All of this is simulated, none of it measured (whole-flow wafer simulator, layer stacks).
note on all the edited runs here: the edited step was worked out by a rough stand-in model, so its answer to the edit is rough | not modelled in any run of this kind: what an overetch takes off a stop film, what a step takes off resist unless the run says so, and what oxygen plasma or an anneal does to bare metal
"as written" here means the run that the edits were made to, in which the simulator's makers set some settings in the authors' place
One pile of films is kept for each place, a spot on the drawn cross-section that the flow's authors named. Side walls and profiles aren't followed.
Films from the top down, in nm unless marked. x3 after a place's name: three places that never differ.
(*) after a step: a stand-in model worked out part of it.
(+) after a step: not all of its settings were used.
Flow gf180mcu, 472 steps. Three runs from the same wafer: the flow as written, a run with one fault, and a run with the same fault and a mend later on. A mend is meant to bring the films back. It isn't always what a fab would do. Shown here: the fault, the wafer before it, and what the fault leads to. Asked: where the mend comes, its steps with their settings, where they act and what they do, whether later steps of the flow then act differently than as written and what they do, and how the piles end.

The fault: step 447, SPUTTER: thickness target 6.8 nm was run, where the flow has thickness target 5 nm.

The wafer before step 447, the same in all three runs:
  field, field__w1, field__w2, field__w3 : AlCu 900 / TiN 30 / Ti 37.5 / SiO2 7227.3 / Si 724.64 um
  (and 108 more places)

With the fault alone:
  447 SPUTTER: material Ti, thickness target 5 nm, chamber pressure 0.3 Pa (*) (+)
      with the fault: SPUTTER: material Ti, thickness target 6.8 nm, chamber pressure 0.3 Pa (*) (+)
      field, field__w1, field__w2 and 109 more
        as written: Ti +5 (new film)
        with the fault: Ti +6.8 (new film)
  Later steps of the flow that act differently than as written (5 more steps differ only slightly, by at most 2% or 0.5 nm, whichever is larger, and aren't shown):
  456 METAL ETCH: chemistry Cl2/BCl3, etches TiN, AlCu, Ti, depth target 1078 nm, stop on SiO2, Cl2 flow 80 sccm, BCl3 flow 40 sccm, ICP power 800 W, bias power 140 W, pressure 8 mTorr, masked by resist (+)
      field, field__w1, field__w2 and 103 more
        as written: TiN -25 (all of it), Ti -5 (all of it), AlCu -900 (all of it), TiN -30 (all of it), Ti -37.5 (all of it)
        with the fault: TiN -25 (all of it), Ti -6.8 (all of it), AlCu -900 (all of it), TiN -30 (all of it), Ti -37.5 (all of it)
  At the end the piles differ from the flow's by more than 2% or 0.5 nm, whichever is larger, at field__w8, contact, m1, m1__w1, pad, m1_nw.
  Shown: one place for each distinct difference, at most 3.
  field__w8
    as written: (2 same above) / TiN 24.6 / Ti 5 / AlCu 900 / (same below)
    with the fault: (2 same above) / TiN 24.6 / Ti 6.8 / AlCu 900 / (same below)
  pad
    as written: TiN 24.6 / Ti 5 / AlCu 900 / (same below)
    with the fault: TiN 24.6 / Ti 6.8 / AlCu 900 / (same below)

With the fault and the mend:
  The mend comes after step 447.
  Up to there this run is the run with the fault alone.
  447a METAL ETCH: chemistry Cl2/BCl3, etches TiN, AlCu, Ti, depth target 1.8 nm, Cl2 flow 80 sccm, BCl3 flow 40 sccm, ICP power 800 W, bias power 140 W, pressure 8 mTorr (the flow's step 260 once more, with other settings)
      field, field__w1, field__w2 and 109 more
        Ti -1.8
  No later step of the flow acts differently than as written at any place that is followed.
  At the end the piles are the same as the flow's at every place that both follow.
